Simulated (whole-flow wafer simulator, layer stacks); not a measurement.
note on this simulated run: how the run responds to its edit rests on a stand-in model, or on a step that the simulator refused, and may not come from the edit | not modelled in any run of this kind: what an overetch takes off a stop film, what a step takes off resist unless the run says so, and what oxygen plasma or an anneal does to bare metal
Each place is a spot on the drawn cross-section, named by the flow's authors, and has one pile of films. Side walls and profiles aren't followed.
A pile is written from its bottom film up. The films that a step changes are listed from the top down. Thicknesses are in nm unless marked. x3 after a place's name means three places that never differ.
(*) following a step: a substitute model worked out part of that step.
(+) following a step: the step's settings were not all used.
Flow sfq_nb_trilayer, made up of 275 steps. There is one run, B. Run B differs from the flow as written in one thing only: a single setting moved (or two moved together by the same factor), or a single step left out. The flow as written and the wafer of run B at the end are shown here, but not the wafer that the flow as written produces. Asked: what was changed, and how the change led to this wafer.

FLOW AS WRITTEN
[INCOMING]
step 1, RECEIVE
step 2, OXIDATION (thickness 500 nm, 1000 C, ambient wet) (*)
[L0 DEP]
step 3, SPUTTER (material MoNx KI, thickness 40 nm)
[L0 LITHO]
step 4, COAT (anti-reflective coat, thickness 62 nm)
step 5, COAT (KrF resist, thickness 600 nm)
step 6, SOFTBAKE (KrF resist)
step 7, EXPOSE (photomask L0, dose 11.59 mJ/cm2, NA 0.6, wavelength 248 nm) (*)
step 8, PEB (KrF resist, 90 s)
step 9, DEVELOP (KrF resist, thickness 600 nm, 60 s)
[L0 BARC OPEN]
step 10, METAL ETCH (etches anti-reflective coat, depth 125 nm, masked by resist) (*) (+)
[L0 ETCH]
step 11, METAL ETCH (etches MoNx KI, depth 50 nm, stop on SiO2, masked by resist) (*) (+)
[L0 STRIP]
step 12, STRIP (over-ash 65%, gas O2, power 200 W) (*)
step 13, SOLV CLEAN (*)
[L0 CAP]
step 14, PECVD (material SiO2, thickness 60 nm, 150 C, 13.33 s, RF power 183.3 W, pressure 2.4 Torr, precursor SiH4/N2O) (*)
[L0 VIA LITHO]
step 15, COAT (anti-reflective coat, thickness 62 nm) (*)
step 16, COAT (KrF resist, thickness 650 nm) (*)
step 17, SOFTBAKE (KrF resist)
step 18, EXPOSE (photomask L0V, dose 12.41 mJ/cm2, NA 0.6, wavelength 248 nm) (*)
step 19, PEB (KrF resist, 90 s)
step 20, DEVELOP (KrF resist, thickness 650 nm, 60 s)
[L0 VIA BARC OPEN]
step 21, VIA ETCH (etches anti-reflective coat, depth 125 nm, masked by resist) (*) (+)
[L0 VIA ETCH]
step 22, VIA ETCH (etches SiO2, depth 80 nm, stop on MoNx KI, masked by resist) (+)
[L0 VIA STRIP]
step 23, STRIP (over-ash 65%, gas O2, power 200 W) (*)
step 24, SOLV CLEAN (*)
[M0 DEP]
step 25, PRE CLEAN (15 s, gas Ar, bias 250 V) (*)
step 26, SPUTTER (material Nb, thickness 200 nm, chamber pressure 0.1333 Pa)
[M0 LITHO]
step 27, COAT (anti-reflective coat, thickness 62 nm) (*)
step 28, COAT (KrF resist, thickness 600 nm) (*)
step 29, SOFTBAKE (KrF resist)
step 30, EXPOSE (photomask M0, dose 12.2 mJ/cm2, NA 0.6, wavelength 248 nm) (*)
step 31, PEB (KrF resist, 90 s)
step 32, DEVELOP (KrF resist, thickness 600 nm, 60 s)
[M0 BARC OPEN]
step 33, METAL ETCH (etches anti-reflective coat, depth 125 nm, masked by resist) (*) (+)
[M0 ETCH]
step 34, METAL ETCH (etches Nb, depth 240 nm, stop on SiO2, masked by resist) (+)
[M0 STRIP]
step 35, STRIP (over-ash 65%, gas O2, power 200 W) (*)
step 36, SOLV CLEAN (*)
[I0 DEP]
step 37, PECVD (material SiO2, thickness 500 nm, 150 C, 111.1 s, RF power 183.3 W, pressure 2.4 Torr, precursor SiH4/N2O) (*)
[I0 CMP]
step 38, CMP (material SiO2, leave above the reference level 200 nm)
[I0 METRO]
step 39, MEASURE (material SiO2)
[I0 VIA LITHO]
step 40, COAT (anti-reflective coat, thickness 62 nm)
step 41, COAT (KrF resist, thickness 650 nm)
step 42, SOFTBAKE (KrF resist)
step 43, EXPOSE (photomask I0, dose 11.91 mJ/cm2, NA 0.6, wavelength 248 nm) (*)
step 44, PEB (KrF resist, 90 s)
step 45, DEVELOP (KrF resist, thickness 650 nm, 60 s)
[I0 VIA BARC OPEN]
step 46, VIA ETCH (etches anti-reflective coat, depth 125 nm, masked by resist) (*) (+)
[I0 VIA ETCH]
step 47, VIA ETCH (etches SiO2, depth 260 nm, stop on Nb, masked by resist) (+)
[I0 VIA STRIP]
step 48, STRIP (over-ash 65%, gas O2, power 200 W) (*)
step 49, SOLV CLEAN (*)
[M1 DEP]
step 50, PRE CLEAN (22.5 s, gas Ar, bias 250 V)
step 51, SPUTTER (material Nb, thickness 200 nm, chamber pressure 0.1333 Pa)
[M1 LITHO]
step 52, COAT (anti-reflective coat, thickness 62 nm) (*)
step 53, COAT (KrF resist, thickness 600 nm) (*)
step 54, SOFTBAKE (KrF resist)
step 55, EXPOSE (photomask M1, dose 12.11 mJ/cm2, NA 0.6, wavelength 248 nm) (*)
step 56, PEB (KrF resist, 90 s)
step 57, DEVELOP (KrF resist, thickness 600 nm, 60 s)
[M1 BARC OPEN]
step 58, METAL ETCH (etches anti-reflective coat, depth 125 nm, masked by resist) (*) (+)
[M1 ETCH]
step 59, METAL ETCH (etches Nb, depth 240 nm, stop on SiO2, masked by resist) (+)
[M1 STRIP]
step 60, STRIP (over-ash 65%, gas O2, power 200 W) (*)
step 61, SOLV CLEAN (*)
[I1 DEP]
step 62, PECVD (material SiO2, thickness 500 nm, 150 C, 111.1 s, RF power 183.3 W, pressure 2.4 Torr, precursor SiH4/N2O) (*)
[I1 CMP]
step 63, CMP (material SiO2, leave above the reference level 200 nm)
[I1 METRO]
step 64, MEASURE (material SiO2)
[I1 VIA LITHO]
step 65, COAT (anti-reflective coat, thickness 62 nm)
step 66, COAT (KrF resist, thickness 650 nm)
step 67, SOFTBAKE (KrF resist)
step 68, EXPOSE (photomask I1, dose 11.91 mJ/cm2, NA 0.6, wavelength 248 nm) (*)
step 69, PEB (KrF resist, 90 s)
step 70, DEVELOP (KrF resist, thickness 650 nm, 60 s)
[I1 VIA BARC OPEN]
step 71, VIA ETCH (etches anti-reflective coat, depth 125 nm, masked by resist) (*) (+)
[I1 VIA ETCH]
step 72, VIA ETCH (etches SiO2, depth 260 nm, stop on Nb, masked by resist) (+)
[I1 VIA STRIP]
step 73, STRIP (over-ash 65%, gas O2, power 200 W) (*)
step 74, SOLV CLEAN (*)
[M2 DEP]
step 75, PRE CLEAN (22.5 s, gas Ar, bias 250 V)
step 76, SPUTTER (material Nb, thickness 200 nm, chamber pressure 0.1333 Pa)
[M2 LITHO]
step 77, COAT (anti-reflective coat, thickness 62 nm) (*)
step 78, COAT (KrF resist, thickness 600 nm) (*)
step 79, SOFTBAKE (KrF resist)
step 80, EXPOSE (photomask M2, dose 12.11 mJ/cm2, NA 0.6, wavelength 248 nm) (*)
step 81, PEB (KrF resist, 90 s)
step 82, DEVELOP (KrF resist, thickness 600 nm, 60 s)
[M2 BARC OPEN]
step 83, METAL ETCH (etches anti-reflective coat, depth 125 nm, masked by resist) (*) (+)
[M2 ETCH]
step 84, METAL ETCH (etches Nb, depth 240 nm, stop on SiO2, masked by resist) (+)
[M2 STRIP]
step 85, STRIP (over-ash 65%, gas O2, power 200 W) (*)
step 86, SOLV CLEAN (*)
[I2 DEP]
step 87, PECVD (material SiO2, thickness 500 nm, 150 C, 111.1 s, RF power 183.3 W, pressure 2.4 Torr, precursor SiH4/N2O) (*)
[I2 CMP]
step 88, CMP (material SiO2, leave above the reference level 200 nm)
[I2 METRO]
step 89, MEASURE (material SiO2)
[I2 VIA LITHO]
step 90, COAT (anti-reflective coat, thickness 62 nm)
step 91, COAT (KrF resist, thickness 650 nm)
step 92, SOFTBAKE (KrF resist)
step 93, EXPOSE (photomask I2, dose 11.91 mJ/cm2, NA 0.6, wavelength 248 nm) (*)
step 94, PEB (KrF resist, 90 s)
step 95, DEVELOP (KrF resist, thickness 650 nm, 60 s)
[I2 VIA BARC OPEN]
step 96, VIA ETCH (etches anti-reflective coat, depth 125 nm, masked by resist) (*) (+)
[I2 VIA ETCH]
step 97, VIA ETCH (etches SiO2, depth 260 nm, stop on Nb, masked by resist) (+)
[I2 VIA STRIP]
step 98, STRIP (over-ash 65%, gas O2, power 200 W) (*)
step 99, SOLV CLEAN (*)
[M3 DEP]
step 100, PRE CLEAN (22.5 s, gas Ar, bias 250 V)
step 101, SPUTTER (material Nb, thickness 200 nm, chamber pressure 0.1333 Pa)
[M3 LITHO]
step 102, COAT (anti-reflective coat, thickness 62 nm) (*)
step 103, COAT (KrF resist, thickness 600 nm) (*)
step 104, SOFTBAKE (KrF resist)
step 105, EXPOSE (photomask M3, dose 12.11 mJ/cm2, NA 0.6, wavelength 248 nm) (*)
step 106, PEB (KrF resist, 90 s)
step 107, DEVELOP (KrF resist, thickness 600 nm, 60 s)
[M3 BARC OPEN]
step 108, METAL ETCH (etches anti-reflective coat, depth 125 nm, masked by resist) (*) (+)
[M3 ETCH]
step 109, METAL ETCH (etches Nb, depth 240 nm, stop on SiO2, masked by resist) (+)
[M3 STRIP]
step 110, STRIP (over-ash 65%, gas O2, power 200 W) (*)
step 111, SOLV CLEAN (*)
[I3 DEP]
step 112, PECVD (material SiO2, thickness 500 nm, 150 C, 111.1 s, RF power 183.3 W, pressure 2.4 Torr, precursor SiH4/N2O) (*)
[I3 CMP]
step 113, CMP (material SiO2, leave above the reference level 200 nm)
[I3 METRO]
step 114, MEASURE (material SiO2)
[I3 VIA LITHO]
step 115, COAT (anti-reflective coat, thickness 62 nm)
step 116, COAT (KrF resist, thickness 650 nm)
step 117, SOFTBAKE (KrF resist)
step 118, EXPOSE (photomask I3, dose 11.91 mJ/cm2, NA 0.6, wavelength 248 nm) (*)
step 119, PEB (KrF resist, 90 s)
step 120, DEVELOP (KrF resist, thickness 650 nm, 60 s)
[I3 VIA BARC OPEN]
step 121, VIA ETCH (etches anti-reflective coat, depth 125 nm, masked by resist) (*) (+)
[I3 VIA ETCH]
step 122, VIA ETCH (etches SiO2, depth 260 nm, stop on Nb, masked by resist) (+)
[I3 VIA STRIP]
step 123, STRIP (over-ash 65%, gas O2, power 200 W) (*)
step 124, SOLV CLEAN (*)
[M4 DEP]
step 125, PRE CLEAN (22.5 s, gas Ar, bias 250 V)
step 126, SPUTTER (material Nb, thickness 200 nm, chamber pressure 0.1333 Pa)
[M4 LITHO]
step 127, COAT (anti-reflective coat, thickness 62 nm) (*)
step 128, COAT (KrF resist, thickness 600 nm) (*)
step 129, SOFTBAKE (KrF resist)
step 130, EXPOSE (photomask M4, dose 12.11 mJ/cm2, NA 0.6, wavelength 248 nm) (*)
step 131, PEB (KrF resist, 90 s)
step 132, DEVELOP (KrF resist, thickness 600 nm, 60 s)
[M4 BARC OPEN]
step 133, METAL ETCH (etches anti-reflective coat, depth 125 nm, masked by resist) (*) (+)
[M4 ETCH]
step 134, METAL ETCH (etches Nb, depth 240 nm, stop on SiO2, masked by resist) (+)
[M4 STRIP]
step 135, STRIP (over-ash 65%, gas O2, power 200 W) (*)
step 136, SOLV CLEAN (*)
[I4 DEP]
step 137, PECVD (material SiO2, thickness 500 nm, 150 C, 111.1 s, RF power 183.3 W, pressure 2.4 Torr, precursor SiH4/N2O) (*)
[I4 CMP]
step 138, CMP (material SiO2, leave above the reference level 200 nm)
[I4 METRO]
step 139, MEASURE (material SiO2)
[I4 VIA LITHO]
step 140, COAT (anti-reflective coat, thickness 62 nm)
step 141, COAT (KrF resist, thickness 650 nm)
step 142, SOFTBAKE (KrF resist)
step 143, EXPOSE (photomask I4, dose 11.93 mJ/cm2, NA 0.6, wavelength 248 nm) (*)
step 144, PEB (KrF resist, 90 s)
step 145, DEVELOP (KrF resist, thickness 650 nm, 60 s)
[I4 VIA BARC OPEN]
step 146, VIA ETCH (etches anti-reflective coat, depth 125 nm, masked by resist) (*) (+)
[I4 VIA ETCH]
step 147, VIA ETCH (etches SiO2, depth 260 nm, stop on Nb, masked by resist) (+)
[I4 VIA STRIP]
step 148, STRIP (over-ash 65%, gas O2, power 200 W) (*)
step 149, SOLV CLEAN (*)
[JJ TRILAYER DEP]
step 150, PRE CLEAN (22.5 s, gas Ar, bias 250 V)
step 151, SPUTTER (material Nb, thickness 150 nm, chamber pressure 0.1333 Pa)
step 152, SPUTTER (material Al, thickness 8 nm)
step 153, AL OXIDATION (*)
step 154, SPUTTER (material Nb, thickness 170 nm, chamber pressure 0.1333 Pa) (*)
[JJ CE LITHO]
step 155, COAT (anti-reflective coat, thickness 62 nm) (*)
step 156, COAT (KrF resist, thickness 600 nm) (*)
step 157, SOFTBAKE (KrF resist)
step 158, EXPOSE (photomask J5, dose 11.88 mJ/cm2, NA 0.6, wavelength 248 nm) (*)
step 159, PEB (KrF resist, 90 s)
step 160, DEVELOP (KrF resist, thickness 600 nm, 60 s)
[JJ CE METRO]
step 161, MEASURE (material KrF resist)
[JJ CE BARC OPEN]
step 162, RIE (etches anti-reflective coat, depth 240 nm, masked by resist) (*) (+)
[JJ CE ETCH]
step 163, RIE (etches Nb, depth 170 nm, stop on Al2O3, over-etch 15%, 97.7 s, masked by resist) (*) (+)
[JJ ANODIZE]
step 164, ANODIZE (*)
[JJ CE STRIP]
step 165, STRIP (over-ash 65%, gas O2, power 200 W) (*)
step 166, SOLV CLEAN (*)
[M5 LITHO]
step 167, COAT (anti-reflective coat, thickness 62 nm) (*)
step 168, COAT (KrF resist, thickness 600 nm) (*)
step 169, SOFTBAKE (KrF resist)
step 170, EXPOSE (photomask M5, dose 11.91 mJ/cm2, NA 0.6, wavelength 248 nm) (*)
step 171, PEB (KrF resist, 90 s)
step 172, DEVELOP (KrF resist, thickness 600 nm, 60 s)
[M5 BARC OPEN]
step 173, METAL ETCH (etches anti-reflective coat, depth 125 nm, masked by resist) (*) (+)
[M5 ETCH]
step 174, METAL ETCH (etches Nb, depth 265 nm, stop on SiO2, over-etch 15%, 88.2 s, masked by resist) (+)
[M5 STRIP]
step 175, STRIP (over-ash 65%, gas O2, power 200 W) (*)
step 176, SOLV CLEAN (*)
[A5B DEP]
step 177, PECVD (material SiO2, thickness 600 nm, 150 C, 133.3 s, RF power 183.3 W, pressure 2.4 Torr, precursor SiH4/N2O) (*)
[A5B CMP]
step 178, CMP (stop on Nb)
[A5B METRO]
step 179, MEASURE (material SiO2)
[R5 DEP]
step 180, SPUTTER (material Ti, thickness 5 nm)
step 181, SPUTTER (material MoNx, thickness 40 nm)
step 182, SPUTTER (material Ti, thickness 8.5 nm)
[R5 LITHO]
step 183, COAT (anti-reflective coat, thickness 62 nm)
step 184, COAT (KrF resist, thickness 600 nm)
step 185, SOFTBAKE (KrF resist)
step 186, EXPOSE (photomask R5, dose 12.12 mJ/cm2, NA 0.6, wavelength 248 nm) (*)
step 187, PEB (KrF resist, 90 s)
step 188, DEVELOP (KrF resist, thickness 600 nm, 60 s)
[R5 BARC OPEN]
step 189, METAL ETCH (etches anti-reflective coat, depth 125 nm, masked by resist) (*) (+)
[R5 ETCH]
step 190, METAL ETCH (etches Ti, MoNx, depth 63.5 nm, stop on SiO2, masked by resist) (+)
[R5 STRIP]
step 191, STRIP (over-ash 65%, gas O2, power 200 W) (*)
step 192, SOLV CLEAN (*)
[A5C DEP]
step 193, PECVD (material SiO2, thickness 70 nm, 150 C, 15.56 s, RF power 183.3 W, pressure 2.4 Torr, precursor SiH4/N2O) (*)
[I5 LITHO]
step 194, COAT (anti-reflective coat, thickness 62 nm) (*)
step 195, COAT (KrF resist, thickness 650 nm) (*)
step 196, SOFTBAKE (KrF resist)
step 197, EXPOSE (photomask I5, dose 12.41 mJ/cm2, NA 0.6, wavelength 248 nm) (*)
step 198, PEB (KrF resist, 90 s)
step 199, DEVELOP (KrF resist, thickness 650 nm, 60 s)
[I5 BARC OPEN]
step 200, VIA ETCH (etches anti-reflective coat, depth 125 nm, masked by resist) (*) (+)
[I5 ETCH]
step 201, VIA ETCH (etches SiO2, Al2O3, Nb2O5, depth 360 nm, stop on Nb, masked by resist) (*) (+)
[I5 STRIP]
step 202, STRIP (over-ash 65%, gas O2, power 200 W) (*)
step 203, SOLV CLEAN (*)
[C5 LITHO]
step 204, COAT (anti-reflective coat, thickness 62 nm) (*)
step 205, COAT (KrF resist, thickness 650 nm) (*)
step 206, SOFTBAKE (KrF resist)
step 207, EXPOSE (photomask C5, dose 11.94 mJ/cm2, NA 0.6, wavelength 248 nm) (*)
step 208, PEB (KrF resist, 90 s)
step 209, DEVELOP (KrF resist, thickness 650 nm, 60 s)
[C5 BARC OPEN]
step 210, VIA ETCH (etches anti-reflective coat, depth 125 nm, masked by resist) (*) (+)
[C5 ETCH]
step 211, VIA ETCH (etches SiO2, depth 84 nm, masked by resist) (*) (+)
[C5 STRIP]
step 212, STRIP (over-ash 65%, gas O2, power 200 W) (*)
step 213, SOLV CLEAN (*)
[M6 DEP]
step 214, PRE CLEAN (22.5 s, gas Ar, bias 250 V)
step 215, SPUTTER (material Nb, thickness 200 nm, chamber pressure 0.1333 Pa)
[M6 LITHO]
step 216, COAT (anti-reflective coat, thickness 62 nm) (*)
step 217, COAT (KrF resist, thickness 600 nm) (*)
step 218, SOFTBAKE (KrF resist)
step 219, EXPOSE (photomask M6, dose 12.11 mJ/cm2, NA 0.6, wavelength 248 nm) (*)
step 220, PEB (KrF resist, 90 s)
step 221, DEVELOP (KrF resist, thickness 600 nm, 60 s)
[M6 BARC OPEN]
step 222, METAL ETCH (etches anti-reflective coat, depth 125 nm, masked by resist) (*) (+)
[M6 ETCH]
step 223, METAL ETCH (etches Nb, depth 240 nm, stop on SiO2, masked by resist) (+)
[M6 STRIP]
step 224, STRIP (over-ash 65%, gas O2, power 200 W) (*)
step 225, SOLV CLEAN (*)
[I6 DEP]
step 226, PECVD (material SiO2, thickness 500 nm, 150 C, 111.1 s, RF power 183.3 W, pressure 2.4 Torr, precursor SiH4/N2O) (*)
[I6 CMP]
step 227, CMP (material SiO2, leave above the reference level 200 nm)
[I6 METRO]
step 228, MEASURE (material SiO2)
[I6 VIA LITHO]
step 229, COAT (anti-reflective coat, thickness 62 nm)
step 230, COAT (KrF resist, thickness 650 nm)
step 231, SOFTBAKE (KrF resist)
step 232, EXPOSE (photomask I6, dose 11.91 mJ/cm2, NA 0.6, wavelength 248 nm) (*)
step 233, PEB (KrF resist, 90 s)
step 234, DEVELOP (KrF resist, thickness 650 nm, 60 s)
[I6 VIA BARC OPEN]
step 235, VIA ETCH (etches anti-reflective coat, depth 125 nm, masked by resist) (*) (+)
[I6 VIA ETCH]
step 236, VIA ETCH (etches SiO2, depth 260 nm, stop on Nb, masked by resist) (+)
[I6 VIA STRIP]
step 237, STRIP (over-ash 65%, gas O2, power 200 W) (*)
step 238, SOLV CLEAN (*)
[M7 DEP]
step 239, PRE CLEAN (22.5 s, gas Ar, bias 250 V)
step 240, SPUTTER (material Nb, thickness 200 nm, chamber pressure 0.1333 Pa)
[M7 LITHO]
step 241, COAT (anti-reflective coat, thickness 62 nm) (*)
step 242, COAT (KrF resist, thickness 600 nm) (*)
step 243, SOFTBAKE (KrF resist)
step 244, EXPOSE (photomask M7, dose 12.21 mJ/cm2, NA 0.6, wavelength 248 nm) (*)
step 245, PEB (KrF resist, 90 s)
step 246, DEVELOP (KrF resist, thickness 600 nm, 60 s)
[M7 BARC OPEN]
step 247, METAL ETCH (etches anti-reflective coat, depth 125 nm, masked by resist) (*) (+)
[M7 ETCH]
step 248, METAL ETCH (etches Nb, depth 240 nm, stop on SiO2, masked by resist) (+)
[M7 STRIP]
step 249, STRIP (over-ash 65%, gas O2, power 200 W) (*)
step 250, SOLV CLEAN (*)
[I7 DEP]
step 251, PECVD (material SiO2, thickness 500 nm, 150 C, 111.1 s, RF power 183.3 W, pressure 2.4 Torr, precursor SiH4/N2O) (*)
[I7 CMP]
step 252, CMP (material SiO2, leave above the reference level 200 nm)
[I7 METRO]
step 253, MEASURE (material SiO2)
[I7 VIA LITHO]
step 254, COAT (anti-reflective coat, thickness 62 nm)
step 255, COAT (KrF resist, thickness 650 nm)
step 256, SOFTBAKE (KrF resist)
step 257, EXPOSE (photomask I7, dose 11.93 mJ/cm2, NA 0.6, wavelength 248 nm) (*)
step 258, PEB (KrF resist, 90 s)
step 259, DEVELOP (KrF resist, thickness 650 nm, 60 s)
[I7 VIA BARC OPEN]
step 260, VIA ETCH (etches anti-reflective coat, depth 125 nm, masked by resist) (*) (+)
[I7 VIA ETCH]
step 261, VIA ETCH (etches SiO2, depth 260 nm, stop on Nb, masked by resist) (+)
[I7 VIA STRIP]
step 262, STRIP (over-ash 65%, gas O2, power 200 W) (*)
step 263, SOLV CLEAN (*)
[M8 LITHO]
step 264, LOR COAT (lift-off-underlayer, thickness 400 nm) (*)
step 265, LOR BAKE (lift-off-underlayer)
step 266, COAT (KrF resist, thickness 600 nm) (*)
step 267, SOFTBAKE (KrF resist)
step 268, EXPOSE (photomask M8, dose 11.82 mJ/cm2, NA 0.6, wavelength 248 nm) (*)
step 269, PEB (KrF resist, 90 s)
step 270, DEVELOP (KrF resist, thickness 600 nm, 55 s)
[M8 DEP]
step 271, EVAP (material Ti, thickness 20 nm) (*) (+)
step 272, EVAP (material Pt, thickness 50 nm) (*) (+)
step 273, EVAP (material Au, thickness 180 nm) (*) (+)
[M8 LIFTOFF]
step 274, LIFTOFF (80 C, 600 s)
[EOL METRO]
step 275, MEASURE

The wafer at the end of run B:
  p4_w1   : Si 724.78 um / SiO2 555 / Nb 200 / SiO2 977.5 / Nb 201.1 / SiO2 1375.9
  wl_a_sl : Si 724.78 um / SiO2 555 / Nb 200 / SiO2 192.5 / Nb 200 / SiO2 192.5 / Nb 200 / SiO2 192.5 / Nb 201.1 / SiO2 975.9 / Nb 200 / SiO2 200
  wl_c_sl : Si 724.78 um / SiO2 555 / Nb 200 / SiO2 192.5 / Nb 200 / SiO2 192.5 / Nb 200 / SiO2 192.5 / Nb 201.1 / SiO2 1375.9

What caused this: step 112, PECVD: material SiO2, thickness 500 nm, 150 C, 111.1 s, RF power 183.3 W, pressure 2.4 Torr, precursor SiH4/N2O (*), was not run.

How this came from the change, step by step:
  step 113, CMP (material SiO2, leave above the reference level 200 nm)
      field_l, be, be_sur and 64 more: nothing (it would be, as written: -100 SiO2)
      v_sur, via_wl, via_wr and 27 more: -192.5 Nb (it would be, as written: -300 SiO2)
      (as well as at 9 more places)
  step 115, COAT (anti-reflective coat, thickness 62 nm)
      p3_s0, p3_s1, p3_s2, p3_s3, p3_s4, p3_s5: +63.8 anti-reflective coat (new film) (it would be, as written: +62 anti-reflective coat (new film))
      p3_l1, p3_l2, p3_l3, p3_l4, p3_l5, p3_l6: +59.5 anti-reflective coat (new film) (it would be, as written: +62 anti-reflective coat (new film))
      (as well as at 17 more places)
  step 116, COAT (KrF resist, thickness 650 nm)
      via_w: +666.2 KrF resist (new film) (it would be, as written: +650 KrF resist (new film))
  step 122, VIA ETCH (etches SiO2, depth 260 nm, stop on Nb, masked by resist) (+)
      via_v: -7.5 Nb (all of it), -170 SiO2 (it would be, as written: -199.8 SiO2 (all of it))
  step 123, STRIP (over-ash 65%, gas O2, power 200 W) (*)
      p3_s1, p3_s2, p3_s3, p3_s4: -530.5 KrF resist (all of it), -63.8 anti-reflective coat (all of it) (it would be, as written: -528.6 KrF resist (all of it), -62 anti-reflective coat (all of it))
      p3_l2, p3_l3, p3_l4, p3_l5: -527.3 KrF resist (all of it), -59.5 anti-reflective coat (all of it) (it would be, as written: -528.6 KrF resist (all of it), -62 anti-reflective coat (all of it))
      (as well as at 21 more places)
  step 125, PRE CLEAN (22.5 s, gas Ar, bias 250 V)
      v_sur, via_wl, via_w and 27 more: -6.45 Nb (it would be, as written: -7.5 SiO2)
      via_v: -7.5 SiO2 (it would be, as written: -6.45 Nb)
  step 126, SPUTTER (material Nb, thickness 200 nm, chamber pressure 0.1333 Pa)
      v_sur, via_wl, via_wr and 26 more: +200 Nb (it would be, as written: +200 Nb (new film))
      via_w: +197.4 Nb (it would be, as written: +200 Nb (new film))
      (as well as at 1 more place)
  step 127, COAT (anti-reflective coat, thickness 62 nm) (*)
      p3_s0, p3_s1, p3_s2, p3_s3, p3_s4, p3_s5: +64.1 anti-reflective coat (new film) (it would be, as written: +62 anti-reflective coat (new film))
      p3_l1, p3_l2, p3_l3, p3_l4, p3_l5, p3_l6: +59.3 anti-reflective coat (new film) (it would be, as written: +62 anti-reflective coat (new film))
      (as well as at 20 more places)
  step 128, COAT (KrF resist, thickness 600 nm) (*)
      via_w: +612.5 KrF resist (new film) (it would be, as written: +595.1 KrF resist (new film))
      via_v: +719.7 KrF resist (new film) (it would be, as written: +739.8 KrF resist (new film))
  step 133, METAL ETCH (etches anti-reflective coat, depth 125 nm, masked by resist) (*) (+)
      p3_s0, p3_s1, p3_s2, p3_s3, p3_s4, p3_s5: -64.1 anti-reflective coat (all of it) (it would be, as written: -62 anti-reflective coat (all of it))
      wl_d_sl, wl_d_sr, r5r_line_l: -63.4 anti-reflective coat (all of it) (it would be, as written: -62 anti-reflective coat (all of it))
      (as well as at 7 more places)
  step 135, STRIP (over-ash 65%, gas O2, power 200 W) (*)
      p3_l2, p3_l3, p3_l4, p3_l5: -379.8 KrF resist (all of it), -59.3 anti-reflective coat (all of it) (it would be, as written: -382.4 KrF resist (all of it), -62 anti-reflective coat (all of it))
      v_sur: -374.8 KrF resist (all of it), -57.9 anti-reflective coat (all of it) (it would be, as written: -379.9 KrF resist (all of it), -61.4 anti-reflective coat (all of it))
      (as well as at 11 more places)
  step 137, PECVD (material SiO2, thickness 500 nm, 150 C, 111.1 s, RF power 183.3 W, pressure 2.4 Torr, precursor SiH4/N2O) (*)
      via_v: +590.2 SiO2 (new film) (it would be, as written: +615 SiO2 (new film))
  step 138, CMP (material SiO2, leave above the reference level 200 nm)
      field_l, be, be_sur and 55 more: -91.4 SiO2 (it would be, as written: -100 SiO2)
      ln_m5, lsp_m, ln_m6, p4_fl, p4_fm, p4_g1, p4_g2, p4_fr: -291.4 SiO2 (it would be, as written: -300 SiO2)
      (as well as at 4 more places)
  step 147, VIA ETCH (etches SiO2, depth 260 nm, stop on Nb, masked by resist) (+)
      via_w: -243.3 SiO2 (all of it) (it would be, as written: -199.8 SiO2 (all of it))
  step 151, SPUTTER (material Nb, thickness 150 nm, chamber pressure 0.1333 Pa)
      via_w: +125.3 Nb (it would be, as written: +130.4 Nb)
  step 154, SPUTTER (material Nb, thickness 170 nm, chamber pressure 0.1333 Pa) (*)
      via_w: +133.5 Nb (new film) (it would be, as written: +141 Nb (new film))
  ... 11 other steps ...
  step 178, CMP (stop on Nb)
      via_w: -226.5 SiO2 (it would be, as written: -235.2 SiO2)
If metal films that touch count as one body, p4_w1 has 2 bodies (between them, from the top down: SiO2 977.5); the flow as written gives 3 bodies (between them, from the top down: SiO2 192.5; SiO2 977.5).
If metal films that touch count as one body, wl_a_sl has 5 bodies (between them, from the top down: SiO2 975.9; SiO2 192.5; SiO2 192.5; SiO2 192.5); the flow as written gives 6 bodies (between them, from the top down: SiO2 975.9; SiO2 192.5; SiO2 192.5; SiO2 192.5; SiO2 192.5).
If metal films that touch count as one body, wl_c_sl has 4 bodies (between them, from the top down: SiO2 192.5; SiO2 192.5; SiO2 192.5); the flow as written gives 5 bodies (between them, from the top down: SiO2 192.5; SiO2 192.5; SiO2 192.5; SiO2 192.5).
